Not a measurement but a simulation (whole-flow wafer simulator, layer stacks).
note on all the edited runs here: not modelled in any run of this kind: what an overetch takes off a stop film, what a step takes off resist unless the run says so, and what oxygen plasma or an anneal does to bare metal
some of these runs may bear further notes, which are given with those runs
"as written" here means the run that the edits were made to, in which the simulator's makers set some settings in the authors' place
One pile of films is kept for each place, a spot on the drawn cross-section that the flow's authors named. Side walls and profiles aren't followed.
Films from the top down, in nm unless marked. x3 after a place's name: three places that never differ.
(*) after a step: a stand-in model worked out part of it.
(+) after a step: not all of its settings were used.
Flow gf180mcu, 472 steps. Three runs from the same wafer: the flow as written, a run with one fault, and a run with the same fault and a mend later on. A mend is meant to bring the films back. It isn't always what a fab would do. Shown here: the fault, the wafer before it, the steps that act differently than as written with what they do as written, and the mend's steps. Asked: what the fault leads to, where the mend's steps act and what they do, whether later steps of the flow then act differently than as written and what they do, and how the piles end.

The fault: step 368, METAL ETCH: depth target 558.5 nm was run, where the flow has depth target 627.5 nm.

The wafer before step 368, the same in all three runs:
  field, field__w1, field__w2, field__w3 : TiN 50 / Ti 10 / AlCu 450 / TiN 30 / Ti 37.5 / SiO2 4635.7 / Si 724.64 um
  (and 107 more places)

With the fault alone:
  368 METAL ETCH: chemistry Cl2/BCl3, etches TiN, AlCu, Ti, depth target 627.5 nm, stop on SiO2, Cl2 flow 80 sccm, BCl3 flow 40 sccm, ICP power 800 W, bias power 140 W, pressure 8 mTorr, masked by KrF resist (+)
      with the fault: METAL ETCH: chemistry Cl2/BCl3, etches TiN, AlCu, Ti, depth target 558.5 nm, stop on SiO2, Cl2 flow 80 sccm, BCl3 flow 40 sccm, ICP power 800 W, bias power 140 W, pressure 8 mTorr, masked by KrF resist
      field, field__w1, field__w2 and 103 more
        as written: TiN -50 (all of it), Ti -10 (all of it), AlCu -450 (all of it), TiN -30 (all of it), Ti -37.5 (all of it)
        with the fault: TiN -50 (all of it), Ti -10 (all of it), AlCu -450 (all of it), TiN -30 (all of it), Ti -18.5
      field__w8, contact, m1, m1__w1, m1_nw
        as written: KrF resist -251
        with the fault: KrF resist -223.4
  Later steps of the flow that act differently than as written:
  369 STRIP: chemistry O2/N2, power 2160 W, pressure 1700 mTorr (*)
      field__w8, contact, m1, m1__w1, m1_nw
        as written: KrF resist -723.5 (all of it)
        with the fault: KrF resist -751.1 (all of it)
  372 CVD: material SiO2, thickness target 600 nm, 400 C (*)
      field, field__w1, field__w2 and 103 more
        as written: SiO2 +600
        with the fault: SiO2 +600 (new film)
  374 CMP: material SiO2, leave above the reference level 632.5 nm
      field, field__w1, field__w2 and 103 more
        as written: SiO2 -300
        with the fault: SiO2 -319
  At the end the piles differ from the flow's by more than 2% or 0.5 nm, whichever is larger, at field, field__w1, field__w2 and 104 more.
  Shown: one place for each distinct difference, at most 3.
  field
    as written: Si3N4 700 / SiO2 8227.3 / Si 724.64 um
    with the fault: Si3N4 700 / SiO2 3572.6 / Ti 19 / SiO2 4635.7 / Si 724.64 um
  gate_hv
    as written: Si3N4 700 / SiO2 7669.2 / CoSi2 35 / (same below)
    with the fault: Si3N4 700 / SiO2 3572.6 / Ti 19 / SiO2 4077.6 / CoSi2 35 / (same below)
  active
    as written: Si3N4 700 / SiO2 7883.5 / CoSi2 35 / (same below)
    with the fault: Si3N4 700 / SiO2 3572.6 / Ti 19 / SiO2 4291.9 / CoSi2 35 / (same below)

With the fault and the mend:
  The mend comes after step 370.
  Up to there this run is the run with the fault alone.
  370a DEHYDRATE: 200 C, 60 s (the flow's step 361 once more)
      changes no film at any place that is followed
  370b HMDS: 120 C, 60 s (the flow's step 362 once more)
      changes no film at any place that is followed
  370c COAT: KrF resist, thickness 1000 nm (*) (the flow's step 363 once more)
      iso_ptap_pw, iso_ntap_nw, iso_nw_fld and 33 more
        KrF resist +1000 (new film)
      field__w2, field__w3, field__w7 and 14 more
        KrF resist +1003.6 (new film)
      ld_acc_p, ld_fp_p, ld_drift_p, ld_drn_p, ld_body_p_dnw, nw_enc_fld, nw_enc_fld__w1
        KrF resist +1003.2 (new film)
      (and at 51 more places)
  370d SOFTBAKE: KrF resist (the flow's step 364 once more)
      changes no film at any place that is followed
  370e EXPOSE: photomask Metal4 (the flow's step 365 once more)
      changes no film at any place that is followed
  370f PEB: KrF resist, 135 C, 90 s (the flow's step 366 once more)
      field__w1, field__w2, field__w3 and 55 more
        KrF resist -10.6
      iso_ptap_pw, iso_ntap_nw, iso_nw_fld and 33 more
        KrF resist -10.5
      gate_hv, sd_p, nw_enc_fld_lv__w3, polyc_n, polyc_n_rim
        KrF resist -10.7
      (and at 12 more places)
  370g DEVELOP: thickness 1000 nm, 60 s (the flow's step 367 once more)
      iso_ptap_pw, iso_ntap_nw, iso_nw_fld and 33 more
        KrF resist -989.5 (all of it)
      field__w2, field__w3, field__w7 and 16 more
        KrF resist -993 (all of it)
      field_sub, field_sub__w1, field_sub__w2, field_sub__w3, field_sub__w4, field_sub__w5, ld_sd_p
        KrF resist -992.5 (all of it)
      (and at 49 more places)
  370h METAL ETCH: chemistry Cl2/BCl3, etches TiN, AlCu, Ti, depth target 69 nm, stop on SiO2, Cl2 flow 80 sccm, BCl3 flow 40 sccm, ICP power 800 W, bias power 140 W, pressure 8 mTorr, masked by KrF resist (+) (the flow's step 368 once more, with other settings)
      field, field__w1, field__w2 and 103 more
        Ti -19 (all of it)
      field__w8, contact, m1, m1__w1, m1_nw
        KrF resist -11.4
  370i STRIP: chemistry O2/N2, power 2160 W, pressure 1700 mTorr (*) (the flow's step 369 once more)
      field__w8
        KrF resist -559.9 (all of it)
      contact
        KrF resist -557.8 (all of it)
      m1
        KrF resist -561.4 (all of it)
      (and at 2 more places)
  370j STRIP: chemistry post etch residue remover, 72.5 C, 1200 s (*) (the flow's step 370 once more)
      field__w8, contact, m1, m1__w1, m1_nw
        TiN -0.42
  No later step of the flow acts differently than as written, at any place that is followed, by more than 2% or 0.5 nm, whichever is larger.
  At the end the piles differ from the flow's only slightly at the places that both follow, by at most 2% or 0.5 nm, whichever is larger.
